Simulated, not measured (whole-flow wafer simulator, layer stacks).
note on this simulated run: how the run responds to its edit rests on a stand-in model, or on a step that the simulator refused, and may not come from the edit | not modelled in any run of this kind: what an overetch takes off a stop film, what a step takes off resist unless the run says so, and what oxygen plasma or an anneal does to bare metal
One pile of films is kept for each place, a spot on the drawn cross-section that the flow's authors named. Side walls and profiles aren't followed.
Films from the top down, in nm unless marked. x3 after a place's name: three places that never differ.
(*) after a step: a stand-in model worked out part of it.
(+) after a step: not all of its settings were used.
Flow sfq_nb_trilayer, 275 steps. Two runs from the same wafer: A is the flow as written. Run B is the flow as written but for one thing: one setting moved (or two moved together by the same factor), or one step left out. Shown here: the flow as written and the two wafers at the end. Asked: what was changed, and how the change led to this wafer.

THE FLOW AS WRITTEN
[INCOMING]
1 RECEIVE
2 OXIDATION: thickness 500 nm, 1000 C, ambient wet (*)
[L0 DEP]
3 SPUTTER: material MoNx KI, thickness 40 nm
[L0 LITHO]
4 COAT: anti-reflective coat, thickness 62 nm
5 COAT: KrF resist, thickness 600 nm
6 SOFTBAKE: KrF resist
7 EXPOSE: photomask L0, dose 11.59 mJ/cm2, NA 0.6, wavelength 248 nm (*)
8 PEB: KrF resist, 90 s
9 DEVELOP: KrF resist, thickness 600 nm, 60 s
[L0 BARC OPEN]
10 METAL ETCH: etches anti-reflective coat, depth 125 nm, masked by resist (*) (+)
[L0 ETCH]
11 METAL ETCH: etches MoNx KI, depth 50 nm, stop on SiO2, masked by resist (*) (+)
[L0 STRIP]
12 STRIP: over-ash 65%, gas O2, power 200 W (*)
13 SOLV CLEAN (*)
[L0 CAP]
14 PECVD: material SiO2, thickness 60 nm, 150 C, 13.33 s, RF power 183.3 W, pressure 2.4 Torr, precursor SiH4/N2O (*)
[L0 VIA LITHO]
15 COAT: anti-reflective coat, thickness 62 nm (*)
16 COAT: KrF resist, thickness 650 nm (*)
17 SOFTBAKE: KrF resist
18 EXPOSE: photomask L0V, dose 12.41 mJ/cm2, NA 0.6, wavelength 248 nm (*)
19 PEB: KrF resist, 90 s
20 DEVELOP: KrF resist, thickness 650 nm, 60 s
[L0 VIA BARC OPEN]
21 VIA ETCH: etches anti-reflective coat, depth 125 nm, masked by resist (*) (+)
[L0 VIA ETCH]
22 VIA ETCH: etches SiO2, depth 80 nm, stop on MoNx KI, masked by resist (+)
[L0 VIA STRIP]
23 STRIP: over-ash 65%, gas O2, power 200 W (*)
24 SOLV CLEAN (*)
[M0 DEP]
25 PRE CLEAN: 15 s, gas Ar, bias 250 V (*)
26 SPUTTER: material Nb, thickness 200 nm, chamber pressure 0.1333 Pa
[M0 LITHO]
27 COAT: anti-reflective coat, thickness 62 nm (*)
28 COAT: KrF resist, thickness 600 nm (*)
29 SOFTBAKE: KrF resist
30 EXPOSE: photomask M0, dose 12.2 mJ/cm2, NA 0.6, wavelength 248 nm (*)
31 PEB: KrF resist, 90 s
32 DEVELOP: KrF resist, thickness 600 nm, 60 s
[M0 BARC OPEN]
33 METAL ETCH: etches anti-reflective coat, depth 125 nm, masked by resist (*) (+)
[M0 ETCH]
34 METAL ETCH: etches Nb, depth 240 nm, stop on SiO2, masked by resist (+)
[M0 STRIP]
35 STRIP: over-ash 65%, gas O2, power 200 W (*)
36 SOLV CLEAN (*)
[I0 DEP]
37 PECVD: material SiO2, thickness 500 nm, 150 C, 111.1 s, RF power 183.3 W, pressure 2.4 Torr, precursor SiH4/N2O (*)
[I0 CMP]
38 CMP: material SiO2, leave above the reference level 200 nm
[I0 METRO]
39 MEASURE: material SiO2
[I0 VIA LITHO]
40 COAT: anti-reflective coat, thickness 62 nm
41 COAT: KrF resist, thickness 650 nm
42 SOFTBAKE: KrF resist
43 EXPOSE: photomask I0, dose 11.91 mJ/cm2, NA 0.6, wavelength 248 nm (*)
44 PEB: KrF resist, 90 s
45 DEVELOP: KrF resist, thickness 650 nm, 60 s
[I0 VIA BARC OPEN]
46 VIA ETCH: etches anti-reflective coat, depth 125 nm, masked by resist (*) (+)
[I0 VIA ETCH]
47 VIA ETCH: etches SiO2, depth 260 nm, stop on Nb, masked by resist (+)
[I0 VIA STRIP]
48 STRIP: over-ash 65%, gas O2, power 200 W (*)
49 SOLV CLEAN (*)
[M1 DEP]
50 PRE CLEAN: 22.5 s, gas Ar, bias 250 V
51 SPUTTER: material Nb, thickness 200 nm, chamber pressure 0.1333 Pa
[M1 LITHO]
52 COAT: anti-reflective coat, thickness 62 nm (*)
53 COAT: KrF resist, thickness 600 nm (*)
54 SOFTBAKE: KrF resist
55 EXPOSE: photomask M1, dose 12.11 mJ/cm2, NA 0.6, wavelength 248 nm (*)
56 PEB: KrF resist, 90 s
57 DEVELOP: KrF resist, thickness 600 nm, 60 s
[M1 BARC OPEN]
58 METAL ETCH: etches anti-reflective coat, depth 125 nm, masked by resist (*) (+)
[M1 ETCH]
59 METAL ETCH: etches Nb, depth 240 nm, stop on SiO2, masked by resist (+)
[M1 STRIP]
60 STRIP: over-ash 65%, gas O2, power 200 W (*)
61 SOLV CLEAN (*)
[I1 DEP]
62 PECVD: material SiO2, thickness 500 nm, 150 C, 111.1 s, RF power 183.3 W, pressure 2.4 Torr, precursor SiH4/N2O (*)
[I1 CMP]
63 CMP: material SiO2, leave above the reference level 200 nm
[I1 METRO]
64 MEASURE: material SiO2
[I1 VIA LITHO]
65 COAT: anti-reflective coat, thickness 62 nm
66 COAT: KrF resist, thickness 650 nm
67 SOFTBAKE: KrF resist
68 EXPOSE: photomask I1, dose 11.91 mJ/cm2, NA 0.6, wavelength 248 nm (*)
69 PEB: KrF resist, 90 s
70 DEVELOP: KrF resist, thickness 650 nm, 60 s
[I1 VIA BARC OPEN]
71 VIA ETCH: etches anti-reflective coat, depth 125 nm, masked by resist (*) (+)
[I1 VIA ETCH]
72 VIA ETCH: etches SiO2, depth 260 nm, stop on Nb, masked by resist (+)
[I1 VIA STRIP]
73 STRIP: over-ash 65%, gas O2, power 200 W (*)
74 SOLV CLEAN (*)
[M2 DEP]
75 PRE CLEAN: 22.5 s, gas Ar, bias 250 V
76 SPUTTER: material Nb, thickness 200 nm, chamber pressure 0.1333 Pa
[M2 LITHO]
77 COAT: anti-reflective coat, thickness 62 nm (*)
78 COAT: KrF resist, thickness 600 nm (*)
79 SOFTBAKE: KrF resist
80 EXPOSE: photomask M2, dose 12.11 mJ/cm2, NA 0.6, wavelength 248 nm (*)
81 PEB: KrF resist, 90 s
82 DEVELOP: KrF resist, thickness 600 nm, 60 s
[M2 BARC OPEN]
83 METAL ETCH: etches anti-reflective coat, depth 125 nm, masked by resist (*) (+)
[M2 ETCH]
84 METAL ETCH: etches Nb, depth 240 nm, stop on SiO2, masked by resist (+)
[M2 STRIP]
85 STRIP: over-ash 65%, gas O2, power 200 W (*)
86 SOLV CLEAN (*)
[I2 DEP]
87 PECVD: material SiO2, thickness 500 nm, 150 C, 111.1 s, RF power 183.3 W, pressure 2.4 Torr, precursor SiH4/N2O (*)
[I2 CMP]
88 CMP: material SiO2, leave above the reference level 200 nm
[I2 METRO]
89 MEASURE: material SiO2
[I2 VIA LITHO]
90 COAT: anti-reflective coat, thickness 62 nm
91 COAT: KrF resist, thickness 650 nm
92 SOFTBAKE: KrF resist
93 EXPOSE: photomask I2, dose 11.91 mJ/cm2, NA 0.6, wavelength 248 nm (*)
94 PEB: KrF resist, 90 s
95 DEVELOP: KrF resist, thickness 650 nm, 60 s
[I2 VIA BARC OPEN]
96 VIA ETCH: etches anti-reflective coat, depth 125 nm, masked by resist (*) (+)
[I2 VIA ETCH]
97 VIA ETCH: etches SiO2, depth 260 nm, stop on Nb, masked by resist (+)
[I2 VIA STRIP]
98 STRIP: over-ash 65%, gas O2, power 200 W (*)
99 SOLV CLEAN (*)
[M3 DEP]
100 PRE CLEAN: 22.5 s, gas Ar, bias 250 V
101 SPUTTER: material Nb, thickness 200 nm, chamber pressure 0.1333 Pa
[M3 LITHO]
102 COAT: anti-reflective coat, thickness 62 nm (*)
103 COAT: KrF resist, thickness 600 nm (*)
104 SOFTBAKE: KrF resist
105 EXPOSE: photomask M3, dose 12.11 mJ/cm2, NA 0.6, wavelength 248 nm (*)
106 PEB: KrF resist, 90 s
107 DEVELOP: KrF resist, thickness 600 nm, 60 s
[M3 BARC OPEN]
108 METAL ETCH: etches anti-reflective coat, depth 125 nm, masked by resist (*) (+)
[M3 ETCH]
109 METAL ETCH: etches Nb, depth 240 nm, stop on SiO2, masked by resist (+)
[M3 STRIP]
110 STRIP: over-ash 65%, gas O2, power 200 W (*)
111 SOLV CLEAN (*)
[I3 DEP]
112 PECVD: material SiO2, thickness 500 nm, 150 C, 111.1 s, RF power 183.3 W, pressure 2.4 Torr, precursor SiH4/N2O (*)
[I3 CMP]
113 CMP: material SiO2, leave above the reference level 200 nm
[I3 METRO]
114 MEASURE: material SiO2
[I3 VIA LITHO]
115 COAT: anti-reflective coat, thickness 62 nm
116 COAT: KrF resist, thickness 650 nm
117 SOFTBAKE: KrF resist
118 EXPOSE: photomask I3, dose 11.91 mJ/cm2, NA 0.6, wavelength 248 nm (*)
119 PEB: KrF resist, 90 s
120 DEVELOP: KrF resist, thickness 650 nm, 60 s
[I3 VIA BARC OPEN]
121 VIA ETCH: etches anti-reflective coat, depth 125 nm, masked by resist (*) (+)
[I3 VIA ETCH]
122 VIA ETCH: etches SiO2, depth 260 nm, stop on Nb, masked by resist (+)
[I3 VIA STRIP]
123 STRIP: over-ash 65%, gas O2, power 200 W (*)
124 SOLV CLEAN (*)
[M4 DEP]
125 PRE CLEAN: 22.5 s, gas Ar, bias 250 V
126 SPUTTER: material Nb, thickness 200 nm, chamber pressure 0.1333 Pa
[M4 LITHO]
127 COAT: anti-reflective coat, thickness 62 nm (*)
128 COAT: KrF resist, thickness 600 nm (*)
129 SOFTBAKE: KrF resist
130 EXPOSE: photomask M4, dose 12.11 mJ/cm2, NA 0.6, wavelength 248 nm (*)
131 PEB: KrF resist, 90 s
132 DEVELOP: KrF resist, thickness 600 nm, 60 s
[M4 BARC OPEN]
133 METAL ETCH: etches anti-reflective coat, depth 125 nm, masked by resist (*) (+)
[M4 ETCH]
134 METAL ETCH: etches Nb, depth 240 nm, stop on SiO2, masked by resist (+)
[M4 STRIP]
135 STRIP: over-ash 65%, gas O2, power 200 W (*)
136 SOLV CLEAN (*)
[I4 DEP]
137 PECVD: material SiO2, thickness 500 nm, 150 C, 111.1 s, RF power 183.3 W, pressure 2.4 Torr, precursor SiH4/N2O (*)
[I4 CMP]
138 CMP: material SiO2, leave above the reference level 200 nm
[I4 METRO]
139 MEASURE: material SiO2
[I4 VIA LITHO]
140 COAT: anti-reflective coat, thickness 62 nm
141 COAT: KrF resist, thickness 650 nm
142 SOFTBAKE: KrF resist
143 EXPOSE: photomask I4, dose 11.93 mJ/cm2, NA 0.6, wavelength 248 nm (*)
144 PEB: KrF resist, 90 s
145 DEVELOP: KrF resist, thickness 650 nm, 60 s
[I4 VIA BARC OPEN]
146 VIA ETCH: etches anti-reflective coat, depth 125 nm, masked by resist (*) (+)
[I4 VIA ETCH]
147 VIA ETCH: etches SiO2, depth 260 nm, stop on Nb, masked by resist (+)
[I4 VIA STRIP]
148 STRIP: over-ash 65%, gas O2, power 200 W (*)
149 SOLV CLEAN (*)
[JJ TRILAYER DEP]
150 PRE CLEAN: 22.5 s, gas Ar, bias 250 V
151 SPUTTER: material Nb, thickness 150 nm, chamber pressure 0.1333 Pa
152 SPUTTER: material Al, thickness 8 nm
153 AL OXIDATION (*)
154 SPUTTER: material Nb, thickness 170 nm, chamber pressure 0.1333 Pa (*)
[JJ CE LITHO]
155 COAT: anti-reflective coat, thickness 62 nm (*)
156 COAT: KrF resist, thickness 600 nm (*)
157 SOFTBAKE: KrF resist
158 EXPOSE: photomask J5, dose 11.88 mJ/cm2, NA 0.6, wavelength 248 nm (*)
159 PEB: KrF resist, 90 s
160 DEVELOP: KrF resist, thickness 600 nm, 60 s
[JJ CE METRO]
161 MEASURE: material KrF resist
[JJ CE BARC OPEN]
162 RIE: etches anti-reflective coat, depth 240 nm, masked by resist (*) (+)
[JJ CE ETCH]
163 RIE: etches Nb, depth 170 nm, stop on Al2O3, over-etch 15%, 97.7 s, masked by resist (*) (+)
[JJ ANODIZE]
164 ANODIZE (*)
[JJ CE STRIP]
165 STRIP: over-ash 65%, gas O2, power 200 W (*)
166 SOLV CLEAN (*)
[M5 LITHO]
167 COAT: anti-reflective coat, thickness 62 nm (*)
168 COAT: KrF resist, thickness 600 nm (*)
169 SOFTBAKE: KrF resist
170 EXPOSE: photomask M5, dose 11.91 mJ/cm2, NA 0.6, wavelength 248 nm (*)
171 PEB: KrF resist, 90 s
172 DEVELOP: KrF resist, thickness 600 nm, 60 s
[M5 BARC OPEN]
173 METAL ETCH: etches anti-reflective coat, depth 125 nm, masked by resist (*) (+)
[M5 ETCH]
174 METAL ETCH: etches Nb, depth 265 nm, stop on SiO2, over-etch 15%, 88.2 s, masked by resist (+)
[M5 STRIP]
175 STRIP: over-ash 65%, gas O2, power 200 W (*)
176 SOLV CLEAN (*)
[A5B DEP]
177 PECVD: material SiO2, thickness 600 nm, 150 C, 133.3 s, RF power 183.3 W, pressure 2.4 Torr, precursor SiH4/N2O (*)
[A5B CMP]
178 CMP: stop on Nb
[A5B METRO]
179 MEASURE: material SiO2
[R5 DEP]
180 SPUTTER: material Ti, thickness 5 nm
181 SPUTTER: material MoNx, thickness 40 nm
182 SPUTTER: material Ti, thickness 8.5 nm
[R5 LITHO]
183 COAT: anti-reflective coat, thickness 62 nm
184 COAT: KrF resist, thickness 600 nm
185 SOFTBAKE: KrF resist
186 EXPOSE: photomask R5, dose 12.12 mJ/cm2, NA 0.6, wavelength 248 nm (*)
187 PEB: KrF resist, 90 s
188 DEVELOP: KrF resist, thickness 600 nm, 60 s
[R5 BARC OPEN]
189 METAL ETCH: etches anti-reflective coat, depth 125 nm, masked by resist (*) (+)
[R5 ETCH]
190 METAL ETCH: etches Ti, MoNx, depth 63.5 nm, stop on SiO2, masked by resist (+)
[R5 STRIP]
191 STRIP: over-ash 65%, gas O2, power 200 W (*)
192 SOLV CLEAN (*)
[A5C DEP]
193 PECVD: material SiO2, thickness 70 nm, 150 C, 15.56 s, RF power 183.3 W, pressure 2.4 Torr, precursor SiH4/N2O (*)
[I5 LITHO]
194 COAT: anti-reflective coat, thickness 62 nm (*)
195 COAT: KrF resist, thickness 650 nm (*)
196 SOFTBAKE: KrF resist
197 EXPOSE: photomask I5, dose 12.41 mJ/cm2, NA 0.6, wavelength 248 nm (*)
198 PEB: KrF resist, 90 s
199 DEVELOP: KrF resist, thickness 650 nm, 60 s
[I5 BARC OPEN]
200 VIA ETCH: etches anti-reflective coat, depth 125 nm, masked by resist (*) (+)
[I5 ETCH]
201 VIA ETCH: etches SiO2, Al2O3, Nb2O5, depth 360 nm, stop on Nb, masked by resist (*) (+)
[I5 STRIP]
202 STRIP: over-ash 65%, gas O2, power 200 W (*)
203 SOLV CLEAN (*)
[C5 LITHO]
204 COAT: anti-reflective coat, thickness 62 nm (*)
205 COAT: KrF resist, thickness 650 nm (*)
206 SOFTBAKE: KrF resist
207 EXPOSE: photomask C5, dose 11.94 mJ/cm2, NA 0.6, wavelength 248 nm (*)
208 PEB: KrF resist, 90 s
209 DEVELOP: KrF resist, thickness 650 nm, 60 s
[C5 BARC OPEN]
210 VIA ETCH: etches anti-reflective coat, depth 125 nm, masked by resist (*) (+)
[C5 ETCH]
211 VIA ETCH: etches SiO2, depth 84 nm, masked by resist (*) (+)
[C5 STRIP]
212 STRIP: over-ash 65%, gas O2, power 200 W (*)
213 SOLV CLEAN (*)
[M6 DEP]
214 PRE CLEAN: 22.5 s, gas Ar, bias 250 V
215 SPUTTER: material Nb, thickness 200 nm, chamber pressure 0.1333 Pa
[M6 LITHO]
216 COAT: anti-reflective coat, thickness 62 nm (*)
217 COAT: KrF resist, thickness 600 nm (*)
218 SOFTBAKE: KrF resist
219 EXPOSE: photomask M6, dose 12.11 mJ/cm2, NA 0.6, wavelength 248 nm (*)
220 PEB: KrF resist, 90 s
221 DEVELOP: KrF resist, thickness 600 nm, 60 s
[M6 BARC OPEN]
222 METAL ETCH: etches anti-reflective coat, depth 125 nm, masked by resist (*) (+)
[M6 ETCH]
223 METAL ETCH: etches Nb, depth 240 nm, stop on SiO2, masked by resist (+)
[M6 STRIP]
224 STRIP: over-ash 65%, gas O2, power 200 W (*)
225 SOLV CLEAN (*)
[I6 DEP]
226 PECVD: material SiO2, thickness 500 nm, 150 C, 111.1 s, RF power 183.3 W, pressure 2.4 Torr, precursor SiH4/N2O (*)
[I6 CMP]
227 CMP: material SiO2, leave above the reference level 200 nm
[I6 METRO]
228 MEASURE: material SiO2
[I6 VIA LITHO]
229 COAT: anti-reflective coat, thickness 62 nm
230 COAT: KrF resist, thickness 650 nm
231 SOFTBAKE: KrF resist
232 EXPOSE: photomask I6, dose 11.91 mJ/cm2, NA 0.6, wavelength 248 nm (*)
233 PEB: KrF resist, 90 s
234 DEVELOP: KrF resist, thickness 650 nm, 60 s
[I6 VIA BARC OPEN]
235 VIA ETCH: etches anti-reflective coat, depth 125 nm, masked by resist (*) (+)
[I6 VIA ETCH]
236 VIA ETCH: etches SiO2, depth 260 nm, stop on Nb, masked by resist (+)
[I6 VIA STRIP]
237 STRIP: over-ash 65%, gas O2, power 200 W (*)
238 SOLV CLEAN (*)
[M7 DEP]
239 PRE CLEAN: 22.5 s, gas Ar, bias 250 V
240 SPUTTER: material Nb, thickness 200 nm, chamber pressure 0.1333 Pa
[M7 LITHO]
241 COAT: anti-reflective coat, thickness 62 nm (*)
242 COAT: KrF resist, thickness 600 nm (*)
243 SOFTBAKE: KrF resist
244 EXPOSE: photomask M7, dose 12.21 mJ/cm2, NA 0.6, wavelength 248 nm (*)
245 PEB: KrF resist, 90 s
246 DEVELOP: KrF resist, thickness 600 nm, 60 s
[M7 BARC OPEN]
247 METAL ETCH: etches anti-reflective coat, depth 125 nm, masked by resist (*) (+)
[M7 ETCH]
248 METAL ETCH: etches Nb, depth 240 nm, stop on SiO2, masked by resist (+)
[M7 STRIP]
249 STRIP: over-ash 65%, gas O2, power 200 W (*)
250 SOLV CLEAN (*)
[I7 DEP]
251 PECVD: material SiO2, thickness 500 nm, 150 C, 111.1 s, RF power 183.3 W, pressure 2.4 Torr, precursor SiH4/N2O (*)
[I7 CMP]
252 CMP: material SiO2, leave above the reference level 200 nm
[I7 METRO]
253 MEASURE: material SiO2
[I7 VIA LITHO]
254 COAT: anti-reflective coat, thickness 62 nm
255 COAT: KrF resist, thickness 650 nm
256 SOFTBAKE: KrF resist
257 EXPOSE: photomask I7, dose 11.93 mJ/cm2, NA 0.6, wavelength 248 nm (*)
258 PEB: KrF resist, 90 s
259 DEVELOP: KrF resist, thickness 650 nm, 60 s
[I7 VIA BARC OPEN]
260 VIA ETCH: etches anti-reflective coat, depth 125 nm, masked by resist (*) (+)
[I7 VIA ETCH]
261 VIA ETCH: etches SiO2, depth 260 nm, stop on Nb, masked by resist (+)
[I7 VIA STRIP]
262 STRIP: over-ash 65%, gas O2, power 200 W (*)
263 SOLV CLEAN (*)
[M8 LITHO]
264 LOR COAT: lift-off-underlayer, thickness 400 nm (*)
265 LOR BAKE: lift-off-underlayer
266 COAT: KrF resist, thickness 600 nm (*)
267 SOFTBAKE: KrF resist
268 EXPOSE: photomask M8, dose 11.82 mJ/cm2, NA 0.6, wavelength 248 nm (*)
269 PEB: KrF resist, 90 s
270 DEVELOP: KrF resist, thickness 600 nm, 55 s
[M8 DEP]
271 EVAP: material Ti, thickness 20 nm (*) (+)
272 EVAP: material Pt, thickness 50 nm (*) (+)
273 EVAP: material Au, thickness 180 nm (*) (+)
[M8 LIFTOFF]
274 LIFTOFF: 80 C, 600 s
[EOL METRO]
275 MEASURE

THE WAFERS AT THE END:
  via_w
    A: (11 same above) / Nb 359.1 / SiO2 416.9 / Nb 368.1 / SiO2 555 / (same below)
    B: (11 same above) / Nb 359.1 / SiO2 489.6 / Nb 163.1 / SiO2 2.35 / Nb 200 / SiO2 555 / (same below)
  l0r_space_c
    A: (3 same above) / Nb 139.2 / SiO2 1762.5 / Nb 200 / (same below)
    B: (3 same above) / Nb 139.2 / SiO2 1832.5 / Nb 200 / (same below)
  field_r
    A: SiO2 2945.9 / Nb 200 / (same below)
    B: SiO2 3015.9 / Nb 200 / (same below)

The cause: step 38, CMP: leave above the reference level 270 nm was run, where the flow has leave above the reference level 200 nm.

How the change led to this, step by step:
  38 CMP: material SiO2, leave above the reference level 200 nm
      v_sur, via_wl, via_w and 94 more: A SiO2 -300 | B SiO2 -230
      field_l, l0_sur, l0r_line_l, l0r_line_c, l0r_line_r: A SiO2 -340 | B SiO2 -270
      (and at 4 more places)
  47 VIA ETCH: etches SiO2, depth 260 nm, stop on Nb, masked by resist (+)
      via_w: A SiO2 -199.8 (all of it) | B SiO2 -260
  50 PRE CLEAN: 22.5 s, gas Ar, bias 250 V
      via_w: A Nb -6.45 | B SiO2 -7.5
  51 SPUTTER: material Nb, thickness 200 nm, chamber pressure 0.1333 Pa
      via_w: A Nb +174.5 | B Nb +163.1 (new film)
  52 COAT: anti-reflective coat, thickness 62 nm (*)
      via_w: A anti-reflective coat +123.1 (new film) | B anti-reflective coat +136.1 (new film)
      via_wr: A anti-reflective coat +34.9 (new film) | B anti-reflective coat +33.2 (new film)
  53 COAT: KrF resist, thickness 600 nm (*)
      via_w: A KrF resist +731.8 (new film) | B KrF resist +781.6 (new film)
  60 STRIP: over-ash 65%, gas O2, power 200 W (*)
      via_w: A KrF resist -513.8 (all of it), anti-reflective coat -123.1 (all of it) | B KrF resist -563.6 (all of it), anti-reflective coat -136.1 (all of it)
      via_wr: A KrF resist -384.4 (all of it), anti-reflective coat -34.9 (all of it) | B KrF resist -378.6 (all of it), anti-reflective coat -33.2 (all of it)
  62 PECVD: material SiO2, thickness 500 nm, 150 C, 111.1 s, RF power 183.3 W, pressure 2.4 Torr, precursor SiH4/N2O (*)
      via_w: A SiO2 +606 (new film) | B SiO2 +678.7 (new film)
Counting metal films that touch as one body, via_w has 6 bodies (between them, from the top down: SiO2 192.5; SiO2 427.3 / Al2O3 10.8 / Nb2O5 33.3; SiO2 425.9; SiO2 489.6; SiO2 2.35); the flow as written gives 5 bodies (between them, from the top down: SiO2 192.5; SiO2 427.3 / Al2O3 10.8 / Nb2O5 33.3; SiO2 425.9; SiO2 416.9).
